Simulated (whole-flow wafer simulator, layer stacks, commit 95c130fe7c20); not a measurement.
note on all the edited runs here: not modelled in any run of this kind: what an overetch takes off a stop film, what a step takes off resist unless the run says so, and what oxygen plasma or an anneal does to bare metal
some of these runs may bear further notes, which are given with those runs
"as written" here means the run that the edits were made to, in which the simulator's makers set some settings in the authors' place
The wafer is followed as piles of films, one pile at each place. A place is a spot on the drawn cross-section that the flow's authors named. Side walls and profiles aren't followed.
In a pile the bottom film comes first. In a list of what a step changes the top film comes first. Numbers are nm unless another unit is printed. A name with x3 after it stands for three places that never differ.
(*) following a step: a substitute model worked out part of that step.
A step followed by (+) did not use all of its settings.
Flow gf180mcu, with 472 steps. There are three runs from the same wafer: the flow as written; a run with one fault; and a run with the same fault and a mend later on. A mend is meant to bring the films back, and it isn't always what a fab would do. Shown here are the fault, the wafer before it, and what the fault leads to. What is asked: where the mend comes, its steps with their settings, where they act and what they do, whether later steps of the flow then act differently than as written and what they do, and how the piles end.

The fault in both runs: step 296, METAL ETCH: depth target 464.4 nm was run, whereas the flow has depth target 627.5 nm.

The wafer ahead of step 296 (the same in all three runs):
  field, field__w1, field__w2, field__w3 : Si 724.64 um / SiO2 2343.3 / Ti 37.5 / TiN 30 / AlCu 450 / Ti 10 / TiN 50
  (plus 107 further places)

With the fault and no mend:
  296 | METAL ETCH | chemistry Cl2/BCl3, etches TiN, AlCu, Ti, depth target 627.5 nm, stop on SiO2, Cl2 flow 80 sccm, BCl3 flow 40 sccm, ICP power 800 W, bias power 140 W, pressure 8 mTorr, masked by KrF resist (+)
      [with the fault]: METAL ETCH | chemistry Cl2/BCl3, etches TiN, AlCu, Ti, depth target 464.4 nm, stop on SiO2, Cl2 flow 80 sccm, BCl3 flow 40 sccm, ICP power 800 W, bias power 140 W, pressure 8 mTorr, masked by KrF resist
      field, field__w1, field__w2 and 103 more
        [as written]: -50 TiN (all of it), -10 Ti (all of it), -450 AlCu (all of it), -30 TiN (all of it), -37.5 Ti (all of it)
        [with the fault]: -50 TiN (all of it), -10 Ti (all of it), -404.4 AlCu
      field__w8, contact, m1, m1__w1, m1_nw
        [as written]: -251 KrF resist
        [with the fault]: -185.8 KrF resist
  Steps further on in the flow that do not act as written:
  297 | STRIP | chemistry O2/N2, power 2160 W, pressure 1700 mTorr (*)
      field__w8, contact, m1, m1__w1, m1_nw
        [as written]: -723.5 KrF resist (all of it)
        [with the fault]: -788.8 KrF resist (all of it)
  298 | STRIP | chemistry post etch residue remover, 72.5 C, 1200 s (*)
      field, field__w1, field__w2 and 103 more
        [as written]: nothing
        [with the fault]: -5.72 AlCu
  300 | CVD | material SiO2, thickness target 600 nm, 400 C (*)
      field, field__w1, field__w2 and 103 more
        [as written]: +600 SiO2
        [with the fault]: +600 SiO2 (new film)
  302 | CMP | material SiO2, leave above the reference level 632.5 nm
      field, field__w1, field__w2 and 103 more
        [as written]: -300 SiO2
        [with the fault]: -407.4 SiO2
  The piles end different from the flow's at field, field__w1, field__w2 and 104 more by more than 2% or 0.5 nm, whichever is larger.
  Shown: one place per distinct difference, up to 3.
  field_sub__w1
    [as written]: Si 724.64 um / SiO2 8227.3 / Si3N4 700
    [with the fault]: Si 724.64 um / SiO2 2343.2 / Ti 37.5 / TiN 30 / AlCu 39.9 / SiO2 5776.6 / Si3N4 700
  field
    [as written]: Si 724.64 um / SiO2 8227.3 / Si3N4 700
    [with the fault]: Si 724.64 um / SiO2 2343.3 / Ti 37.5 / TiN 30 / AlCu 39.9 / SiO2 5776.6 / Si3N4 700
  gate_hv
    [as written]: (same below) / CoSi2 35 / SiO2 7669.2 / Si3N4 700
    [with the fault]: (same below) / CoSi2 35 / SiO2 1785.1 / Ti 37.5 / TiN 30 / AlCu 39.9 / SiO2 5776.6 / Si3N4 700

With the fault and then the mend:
  After step 298 comes the mend.
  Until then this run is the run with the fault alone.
  298a | DEHYDRATE | 200 C, 60 s (the flow's step 289 again)
      alters no film at any place that is followed
  298b | HMDS | 120 C, 60 s (the flow's step 290 again)
      alters no film at any place that is followed
  298c | COAT | KrF resist, thickness 1000 nm (*) (the flow's step 291 again)
      iso_ptap_pw, iso_ntap_nw, iso_nw_fld and 33 more
        +1000 KrF resist (new film)
      field__w1, field_sub, field_sub__w1 and 15 more
        +1002.7 KrF resist (new film)
      field__w11, field__w13, p_well and 7 more
        +1003.1 KrF resist (new film)
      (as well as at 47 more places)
  298d | SOFTBAKE | KrF resist (the flow's step 292 again)
      alters no film at any place that is followed
  298e | EXPOSE | photomask Metal2 (the flow's step 293 again)
      alters no film at any place that is followed
  298f | PEB | KrF resist, 135 C, 90 s (the flow's step 294 again)
      field__w1, field__w2, field__w3 and 56 more
        -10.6 KrF resist
      iso_ptap_pw, iso_ntap_nw, iso_nw_fld and 33 more
        -10.5 KrF resist
      gate_hv, sd_p, nw_sep_fld, polyc_n, polyc_n_rim
        -10.7 KrF resist
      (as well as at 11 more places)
  298g | DEVELOP | thickness 1000 nm, 60 s (the flow's step 295 again)
      iso_ptap_pw, iso_ntap_nw, iso_nw_fld and 33 more
        -989.5 KrF resist (all of it)
      field_sub__w3, field_sub__w4, ld_sd_p and 10 more
        -992.2 KrF resist (all of it)
      field__w1, field_sub, field_sub__w1 and 7 more
        -992.1 KrF resist (all of it)
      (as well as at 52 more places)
  298h | METAL ETCH | chemistry Cl2/BCl3, etches TiN, AlCu, Ti, depth target 163.1 nm, stop on SiO2, Cl2 flow 80 sccm, BCl3 flow 40 sccm, ICP power 800 W, bias power 140 W, pressure 8 mTorr, masked by KrF resist (+) (the flow's step 296 again, with other settings)
      field, field__w1, field__w2 and 103 more
        -39.9 AlCu (all of it), -30 TiN (all of it), -37.5 Ti (all of it)
      field__w8, contact, m1, m1__w1, m1_nw
        -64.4 KrF resist
  298i | STRIP | chemistry O2/N2, power 2160 W, pressure 1700 mTorr (*) (the flow's step 297 again)
      field__w8
        -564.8 KrF resist (all of it)
      contact
        -562.8 KrF resist (all of it)
      m1
        -565.7 KrF resist (all of it)
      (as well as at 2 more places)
  298j | STRIP | chemistry post etch residue remover, 72.5 C, 1200 s (*) (the flow's step 298 again)
      field__w8, contact, m1, m1__w1, m1_nw
        -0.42 TiN
  Later steps of the flow that are run all act as written at every place that is followed, up to a difference of at most 2% or 0.5 nm, whichever is larger.
  When the end is reached, the piles differ only a little from the flow's at the places that both follow, at most by 2% or 0.5 nm, whichever is larger.
